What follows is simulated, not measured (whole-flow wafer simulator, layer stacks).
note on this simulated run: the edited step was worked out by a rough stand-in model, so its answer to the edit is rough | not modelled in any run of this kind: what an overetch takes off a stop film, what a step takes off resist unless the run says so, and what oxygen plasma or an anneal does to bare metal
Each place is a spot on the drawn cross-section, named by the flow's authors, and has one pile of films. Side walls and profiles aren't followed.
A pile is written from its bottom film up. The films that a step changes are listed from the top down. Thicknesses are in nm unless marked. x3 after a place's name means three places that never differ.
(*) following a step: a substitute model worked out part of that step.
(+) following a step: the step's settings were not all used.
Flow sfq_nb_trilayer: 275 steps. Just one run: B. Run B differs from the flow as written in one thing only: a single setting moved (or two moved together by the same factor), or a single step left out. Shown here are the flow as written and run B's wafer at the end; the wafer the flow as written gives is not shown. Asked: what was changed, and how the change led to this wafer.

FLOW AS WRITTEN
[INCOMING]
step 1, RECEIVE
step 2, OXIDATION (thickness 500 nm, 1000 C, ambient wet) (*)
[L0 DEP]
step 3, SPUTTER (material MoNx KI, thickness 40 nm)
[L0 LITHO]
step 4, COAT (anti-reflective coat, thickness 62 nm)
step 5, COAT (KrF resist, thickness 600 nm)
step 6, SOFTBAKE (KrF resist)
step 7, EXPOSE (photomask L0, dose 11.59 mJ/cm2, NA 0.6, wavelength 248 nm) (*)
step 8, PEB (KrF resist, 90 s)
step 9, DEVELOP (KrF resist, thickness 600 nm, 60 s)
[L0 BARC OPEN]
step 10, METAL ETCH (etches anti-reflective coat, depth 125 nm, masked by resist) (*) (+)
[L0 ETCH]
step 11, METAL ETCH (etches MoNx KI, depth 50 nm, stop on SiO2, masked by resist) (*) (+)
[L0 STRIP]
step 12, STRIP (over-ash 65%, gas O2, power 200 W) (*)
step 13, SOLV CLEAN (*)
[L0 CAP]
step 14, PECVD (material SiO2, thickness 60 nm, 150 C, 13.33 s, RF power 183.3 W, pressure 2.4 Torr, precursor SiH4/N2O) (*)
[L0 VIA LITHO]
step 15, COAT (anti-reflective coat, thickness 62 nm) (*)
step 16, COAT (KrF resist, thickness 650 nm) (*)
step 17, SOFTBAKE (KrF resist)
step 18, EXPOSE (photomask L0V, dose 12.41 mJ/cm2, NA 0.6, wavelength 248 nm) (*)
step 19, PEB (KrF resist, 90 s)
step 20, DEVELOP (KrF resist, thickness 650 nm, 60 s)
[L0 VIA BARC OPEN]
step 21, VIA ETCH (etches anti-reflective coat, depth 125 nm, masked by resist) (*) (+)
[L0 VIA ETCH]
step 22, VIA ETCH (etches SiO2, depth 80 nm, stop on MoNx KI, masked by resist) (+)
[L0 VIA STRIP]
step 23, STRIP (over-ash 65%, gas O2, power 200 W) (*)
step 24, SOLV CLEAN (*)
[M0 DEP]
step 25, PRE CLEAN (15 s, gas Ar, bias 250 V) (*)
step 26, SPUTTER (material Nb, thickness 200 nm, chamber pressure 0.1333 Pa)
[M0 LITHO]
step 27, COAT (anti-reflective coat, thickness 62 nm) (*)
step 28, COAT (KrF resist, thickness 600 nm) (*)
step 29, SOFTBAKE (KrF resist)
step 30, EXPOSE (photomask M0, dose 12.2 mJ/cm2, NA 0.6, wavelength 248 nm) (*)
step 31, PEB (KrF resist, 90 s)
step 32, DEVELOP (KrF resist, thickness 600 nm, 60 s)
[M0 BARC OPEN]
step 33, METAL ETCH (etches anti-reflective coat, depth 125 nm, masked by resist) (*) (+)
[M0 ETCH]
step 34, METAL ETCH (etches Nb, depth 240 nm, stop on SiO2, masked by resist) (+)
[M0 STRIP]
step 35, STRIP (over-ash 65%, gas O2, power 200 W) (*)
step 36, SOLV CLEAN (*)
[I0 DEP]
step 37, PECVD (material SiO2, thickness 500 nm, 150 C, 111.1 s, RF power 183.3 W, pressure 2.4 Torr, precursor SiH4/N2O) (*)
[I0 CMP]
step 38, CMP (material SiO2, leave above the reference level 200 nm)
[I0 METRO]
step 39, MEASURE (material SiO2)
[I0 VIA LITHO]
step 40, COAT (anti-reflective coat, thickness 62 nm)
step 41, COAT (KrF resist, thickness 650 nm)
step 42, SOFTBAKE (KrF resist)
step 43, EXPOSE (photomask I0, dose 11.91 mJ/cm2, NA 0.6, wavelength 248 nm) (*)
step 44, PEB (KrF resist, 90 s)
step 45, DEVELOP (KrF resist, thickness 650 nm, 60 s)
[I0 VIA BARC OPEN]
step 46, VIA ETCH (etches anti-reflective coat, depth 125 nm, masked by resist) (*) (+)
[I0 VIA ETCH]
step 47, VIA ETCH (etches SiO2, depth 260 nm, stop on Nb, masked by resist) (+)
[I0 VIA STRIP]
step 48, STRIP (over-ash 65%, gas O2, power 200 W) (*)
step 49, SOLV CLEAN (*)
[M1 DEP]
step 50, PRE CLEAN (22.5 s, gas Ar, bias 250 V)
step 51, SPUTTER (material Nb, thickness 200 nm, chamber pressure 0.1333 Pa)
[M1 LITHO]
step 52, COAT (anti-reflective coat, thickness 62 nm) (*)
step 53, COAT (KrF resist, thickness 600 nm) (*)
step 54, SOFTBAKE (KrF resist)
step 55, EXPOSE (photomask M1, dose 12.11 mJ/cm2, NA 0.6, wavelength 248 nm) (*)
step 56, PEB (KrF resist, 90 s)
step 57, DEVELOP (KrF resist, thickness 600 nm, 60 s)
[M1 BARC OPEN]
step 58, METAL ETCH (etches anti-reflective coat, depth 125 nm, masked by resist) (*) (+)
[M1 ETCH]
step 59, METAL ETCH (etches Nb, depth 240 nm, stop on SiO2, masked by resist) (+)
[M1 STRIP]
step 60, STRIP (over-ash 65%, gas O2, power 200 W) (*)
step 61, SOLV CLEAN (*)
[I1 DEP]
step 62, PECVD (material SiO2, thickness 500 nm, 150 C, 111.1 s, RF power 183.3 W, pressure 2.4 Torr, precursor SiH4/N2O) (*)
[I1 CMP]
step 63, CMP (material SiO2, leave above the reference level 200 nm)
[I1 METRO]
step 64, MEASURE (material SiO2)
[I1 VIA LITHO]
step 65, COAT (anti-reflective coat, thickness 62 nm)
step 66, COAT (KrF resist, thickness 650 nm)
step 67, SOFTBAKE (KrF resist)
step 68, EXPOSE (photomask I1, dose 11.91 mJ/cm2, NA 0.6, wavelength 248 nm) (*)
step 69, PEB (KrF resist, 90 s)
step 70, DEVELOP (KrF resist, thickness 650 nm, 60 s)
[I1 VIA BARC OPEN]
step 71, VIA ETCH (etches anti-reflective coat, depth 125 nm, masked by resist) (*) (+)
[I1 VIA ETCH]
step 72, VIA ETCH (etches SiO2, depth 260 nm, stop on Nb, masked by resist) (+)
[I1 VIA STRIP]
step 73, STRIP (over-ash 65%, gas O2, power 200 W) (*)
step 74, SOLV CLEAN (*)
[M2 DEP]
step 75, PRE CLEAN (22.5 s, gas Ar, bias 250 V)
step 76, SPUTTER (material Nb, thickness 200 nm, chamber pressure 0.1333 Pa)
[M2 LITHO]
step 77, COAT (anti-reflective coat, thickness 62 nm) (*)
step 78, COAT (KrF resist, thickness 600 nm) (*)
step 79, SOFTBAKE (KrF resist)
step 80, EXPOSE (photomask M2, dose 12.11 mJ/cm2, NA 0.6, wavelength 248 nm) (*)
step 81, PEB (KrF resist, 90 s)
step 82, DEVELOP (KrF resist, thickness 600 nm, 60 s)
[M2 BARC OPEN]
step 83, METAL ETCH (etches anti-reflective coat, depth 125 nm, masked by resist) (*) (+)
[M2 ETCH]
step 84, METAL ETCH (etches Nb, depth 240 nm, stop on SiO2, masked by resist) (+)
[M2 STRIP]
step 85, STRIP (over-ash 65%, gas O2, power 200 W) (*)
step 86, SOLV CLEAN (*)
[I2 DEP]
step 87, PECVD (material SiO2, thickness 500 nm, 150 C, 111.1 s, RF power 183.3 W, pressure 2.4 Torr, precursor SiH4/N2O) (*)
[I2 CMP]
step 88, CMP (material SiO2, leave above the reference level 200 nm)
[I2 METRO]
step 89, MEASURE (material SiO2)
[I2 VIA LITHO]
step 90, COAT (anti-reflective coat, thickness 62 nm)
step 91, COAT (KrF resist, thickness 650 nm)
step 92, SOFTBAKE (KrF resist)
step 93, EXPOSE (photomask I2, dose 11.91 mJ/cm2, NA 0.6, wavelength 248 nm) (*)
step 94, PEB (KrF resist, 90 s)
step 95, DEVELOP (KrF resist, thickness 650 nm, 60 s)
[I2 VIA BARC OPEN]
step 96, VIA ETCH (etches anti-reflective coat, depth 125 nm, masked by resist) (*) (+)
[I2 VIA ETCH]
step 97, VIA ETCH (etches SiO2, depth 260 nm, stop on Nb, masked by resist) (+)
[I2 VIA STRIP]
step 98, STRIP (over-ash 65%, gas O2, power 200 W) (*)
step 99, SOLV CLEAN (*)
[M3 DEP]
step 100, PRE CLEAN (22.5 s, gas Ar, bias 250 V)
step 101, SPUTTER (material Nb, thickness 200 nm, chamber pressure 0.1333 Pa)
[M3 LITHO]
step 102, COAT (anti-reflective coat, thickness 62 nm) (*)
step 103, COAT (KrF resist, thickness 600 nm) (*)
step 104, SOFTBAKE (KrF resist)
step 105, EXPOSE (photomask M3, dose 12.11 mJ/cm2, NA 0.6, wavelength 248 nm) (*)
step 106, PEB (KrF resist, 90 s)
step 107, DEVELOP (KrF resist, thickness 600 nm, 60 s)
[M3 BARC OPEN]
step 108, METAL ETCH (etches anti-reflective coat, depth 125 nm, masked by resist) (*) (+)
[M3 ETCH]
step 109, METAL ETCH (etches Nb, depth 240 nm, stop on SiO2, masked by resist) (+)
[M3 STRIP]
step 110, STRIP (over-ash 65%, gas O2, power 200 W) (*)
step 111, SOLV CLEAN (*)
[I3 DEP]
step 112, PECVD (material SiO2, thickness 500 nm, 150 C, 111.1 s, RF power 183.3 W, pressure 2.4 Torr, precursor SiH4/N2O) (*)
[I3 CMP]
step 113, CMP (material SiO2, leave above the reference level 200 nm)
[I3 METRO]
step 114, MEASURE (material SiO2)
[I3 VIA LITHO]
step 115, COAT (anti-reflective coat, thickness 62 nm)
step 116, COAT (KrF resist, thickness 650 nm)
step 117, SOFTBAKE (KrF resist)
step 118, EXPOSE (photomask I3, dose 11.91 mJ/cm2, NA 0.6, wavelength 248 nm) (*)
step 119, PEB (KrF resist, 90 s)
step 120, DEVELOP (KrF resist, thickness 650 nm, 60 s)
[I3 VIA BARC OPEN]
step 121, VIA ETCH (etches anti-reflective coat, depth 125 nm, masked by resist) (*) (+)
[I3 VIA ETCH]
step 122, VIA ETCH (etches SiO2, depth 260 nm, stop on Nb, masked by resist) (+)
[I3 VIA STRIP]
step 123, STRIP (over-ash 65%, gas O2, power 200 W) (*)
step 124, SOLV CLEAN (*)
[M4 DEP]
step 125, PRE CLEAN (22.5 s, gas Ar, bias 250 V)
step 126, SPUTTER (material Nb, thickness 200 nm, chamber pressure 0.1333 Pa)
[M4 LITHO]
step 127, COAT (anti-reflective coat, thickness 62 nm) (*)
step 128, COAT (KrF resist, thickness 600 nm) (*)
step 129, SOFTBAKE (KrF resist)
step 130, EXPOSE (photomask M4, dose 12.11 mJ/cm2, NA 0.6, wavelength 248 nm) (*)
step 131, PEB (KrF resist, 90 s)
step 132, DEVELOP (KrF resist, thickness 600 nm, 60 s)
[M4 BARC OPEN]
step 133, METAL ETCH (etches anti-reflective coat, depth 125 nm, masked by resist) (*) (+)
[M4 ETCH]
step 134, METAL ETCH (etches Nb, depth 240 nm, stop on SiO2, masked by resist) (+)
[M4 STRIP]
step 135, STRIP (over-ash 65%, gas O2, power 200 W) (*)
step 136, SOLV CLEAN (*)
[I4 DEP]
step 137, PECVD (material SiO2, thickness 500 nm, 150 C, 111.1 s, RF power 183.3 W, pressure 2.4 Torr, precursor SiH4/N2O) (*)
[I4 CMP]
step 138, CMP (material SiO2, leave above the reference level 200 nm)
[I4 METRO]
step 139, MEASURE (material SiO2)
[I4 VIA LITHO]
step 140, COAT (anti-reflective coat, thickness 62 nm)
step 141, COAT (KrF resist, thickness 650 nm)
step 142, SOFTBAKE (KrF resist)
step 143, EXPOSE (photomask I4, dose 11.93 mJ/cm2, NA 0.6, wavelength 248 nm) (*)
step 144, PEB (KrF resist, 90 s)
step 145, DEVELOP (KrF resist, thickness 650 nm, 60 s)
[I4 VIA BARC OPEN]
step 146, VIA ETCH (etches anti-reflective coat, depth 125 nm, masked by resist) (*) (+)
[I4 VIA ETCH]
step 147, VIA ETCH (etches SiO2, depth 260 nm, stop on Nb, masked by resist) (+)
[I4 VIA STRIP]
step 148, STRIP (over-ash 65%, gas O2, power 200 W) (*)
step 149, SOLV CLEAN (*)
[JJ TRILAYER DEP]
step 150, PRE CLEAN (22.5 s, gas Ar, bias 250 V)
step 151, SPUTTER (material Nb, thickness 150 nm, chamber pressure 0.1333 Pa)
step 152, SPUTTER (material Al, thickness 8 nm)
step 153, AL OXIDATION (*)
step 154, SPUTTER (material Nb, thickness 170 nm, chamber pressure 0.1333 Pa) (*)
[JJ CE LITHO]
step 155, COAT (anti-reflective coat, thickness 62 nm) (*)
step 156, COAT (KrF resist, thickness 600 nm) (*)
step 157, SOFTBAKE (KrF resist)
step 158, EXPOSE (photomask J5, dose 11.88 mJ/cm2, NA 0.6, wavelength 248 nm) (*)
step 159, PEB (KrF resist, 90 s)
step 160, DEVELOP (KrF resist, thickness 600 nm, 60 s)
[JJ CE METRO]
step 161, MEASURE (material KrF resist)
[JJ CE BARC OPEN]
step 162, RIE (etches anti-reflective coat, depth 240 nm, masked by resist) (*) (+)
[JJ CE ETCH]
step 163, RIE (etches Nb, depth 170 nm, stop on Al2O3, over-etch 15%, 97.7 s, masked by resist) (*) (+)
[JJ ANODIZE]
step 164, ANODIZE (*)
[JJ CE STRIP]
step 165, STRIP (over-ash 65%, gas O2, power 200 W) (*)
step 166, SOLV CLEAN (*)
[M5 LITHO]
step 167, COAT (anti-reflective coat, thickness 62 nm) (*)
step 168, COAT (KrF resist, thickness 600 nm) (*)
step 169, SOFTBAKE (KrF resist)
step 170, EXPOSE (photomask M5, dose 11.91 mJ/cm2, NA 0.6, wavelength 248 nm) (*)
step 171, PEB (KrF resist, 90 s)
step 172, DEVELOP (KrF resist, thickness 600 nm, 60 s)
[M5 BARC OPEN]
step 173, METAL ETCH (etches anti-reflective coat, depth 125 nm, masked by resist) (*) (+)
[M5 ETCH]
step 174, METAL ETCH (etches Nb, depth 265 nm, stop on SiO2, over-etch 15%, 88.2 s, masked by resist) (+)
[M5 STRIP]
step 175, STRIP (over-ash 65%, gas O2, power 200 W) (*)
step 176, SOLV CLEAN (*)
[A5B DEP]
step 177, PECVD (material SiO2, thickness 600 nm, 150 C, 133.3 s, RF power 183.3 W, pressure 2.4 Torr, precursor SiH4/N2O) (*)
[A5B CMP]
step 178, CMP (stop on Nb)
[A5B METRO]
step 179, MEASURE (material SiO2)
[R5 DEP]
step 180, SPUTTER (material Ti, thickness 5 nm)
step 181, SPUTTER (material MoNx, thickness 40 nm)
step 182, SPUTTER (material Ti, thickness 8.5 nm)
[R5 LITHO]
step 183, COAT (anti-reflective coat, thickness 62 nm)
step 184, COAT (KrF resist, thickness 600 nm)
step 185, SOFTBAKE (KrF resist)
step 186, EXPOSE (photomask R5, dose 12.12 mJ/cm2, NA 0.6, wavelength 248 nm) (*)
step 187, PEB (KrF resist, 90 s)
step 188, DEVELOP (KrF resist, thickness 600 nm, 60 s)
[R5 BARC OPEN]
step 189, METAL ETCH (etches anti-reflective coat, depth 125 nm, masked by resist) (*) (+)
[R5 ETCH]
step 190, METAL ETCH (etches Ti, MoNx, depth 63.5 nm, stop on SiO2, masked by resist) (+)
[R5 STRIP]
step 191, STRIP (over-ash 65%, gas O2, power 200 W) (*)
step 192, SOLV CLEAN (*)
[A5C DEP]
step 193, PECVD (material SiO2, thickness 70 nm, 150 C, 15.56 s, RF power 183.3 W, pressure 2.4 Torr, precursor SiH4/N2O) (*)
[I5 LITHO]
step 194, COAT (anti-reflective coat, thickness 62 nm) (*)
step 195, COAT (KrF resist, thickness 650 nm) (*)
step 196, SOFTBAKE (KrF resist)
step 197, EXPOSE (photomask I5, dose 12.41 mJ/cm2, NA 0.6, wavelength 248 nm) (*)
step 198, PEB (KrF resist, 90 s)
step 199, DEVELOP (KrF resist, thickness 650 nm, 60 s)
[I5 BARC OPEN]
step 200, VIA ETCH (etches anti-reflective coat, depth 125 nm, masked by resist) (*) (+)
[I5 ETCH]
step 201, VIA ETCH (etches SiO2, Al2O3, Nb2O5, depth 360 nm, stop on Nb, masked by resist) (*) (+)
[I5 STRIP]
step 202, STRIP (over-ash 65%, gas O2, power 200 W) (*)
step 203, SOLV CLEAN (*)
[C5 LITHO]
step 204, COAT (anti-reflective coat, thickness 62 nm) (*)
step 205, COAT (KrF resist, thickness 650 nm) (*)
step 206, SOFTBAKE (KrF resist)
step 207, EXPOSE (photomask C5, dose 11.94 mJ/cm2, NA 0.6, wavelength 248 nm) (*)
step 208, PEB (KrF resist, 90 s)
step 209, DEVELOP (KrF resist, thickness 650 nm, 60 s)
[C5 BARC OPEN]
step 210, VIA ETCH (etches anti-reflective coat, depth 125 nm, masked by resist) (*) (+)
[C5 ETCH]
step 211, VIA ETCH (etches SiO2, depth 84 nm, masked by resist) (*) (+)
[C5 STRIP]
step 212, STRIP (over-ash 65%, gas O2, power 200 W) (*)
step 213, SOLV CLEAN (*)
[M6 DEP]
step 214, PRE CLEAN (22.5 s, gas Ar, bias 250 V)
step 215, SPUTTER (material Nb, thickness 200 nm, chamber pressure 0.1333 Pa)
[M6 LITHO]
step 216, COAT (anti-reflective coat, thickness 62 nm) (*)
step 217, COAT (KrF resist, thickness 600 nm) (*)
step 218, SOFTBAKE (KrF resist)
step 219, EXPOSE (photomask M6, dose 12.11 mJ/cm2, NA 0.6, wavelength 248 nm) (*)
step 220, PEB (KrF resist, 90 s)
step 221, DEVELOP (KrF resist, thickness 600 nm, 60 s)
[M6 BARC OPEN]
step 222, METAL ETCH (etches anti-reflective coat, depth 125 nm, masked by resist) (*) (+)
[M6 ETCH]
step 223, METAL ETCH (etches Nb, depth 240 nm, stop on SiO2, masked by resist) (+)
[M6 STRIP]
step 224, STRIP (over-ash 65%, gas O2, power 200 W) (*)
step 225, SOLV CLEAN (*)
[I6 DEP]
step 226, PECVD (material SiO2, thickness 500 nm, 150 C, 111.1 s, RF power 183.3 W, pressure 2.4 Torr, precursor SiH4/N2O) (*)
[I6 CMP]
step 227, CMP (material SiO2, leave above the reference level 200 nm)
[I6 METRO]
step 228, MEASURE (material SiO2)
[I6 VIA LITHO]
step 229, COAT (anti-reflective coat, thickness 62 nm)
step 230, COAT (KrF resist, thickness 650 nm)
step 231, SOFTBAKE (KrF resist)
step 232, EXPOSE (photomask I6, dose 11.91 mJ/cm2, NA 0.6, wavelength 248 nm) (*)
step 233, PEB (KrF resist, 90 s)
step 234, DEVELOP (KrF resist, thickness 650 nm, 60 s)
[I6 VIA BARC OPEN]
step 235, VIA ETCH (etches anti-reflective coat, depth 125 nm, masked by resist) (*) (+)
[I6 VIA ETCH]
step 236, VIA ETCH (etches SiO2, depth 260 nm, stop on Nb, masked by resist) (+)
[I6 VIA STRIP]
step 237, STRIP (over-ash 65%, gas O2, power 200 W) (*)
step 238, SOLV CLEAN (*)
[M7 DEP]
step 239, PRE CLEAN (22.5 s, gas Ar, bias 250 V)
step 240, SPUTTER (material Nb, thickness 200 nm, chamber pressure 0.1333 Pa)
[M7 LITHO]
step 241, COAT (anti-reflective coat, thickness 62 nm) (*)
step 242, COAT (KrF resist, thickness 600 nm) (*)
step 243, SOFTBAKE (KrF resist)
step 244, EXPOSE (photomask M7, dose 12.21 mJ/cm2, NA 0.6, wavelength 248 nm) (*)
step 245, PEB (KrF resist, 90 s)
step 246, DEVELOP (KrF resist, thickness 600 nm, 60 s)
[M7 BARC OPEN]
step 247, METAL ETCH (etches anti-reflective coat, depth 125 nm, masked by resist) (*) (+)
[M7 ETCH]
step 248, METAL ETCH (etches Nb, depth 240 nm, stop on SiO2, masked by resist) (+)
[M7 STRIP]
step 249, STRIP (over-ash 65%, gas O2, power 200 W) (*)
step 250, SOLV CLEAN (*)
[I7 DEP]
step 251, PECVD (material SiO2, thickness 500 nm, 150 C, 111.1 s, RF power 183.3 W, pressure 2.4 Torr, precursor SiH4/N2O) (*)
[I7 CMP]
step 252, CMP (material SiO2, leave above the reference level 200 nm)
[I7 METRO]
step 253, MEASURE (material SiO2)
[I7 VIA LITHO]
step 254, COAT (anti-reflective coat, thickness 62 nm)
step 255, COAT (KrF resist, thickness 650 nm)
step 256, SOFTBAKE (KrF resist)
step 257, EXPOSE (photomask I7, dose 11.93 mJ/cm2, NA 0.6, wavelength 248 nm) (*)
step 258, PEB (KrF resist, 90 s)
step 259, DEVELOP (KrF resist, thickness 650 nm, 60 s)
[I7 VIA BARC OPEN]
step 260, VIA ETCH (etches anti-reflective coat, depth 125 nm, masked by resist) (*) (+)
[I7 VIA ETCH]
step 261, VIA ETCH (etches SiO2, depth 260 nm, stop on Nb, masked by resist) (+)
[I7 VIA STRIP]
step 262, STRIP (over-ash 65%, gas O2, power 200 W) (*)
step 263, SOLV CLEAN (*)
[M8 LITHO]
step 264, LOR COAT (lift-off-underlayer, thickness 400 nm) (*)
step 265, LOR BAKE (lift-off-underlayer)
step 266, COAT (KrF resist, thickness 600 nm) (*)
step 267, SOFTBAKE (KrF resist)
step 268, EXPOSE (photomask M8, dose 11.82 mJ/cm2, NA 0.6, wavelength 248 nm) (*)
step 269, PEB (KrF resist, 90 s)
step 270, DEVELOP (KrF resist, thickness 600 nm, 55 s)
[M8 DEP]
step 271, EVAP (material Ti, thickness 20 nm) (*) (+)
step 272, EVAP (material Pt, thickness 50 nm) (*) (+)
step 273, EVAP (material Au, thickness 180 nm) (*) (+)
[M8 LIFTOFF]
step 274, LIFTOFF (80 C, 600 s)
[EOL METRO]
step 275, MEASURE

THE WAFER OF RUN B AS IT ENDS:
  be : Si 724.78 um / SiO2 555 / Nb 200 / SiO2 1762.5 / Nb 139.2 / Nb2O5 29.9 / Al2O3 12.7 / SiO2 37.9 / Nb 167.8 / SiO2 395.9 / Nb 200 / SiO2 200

The reason: step 201, VIA ETCH: depth 171 nm was run, whereas the flow has depth 360 nm.

Step by step, how the change led to this:
  step 201, VIA ETCH (etches SiO2, Al2O3, Nb2O5, depth 360 nm, stop on Nb, masked by resist) (*) (+)
      be: -171 SiO2 (in the flow as written it would be: -216.4 SiO2 (all of it), -12.7 Al2O3 (all of it), -29.9 Nb2O5 (all of it))
      field_l, v_sur, via_wl and 102 more: -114 KrF resist (in the flow as written it would be: -240 KrF resist)
  step 202, STRIP (over-ash 65%, gas O2, power 200 W) (*)
      p4_fl, p4_fm, p4_w1 and 44 more: -459.1 KrF resist (all of it), -62 anti-reflective coat (all of it) (in the flow as written it would be: -333.1 KrF resist (all of it), -62 anti-reflective coat (all of it))
      wl_b_sl, wl_b_m5, wl_b_sr and 13 more: -459 KrF resist (all of it), -62 anti-reflective coat (all of it) (in the flow as written it would be: -333 KrF resist (all of it), -62 anti-reflective coat (all of it))
      (also at 42 further places)
  step 204, COAT (anti-reflective coat, thickness 62 nm) (*)
      wire: +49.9 anti-reflective coat (new film) (in the flow as written it would be: +47.4 anti-reflective coat (new film))
      be: +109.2 anti-reflective coat (new film) (in the flow as written it would be: +122.2 anti-reflective coat (new film))
      (also at 1 further place)
  step 205, COAT (KrF resist, thickness 650 nm) (*)
      be: +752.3 KrF resist (new film) (in the flow as written it would be: +815.3 KrF resist (new film))
  step 212, STRIP (over-ash 65%, gas O2, power 200 W) (*)
      wire: -560.8 KrF resist (all of it), -49.9 anti-reflective coat (all of it) (in the flow as written it would be: -555.8 KrF resist (all of it), -47.4 anti-reflective coat (all of it))
      be: -665.2 KrF resist (all of it), -109.2 anti-reflective coat (all of it) (in the flow as written it would be: -728.2 KrF resist (all of it), -122.2 anti-reflective coat (all of it))
      (also at 1 further place)
  step 214, PRE CLEAN (22.5 s, gas Ar, bias 250 V)
      be: -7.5 SiO2 (in the flow as written it would be: -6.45 Nb)
  step 215, SPUTTER (material Nb, thickness 200 nm, chamber pressure 0.1333 Pa)
      be: +167.8 Nb (new film) (in the flow as written it would be: +147.3 Nb)
  step 216, COAT (anti-reflective coat, thickness 62 nm) (*)
      wire: +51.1 anti-reflective coat (new film) (in the flow as written it would be: +48.3 anti-reflective coat (new film))
      be: +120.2 anti-reflective coat (new film) (in the flow as written it would be: +136.7 anti-reflective coat (new film))
      (also at 1 further place)
  step 217, COAT (KrF resist, thickness 600 nm) (*)
      be: +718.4 KrF resist (new film) (in the flow as written it would be: +793.9 KrF resist (new film))
  step 224, STRIP (over-ash 65%, gas O2, power 200 W) (*)
      wire: -376.4 KrF resist (all of it), -51.1 anti-reflective coat (all of it) (in the flow as written it would be: -369.8 KrF resist (all of it), -48.3 anti-reflective coat (all of it))
      be: -500.5 KrF resist (all of it), -120.2 anti-reflective coat (all of it) (in the flow as written it would be: -575.8 KrF resist (all of it), -136.7 anti-reflective coat (all of it))
      (also at 1 further place)
  step 226, PECVD (material SiO2, thickness 500 nm, 150 C, 111.1 s, RF power 183.3 W, pressure 2.4 Torr, precursor SiH4/N2O) (*)
      be: +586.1 SiO2 (new film) (in the flow as written it would be: +693.5 SiO2 (new film))
With metal films that touch counted as one body, be has 4 bodies (between them, from the top down: SiO2 395.9; SiO2 37.9 / Al2O3 12.7 / Nb2O5 29.9; SiO2 1762.5); the flow as written gives 3 bodies (between them, from the top down: SiO2 503.2; SiO2 1762.5).
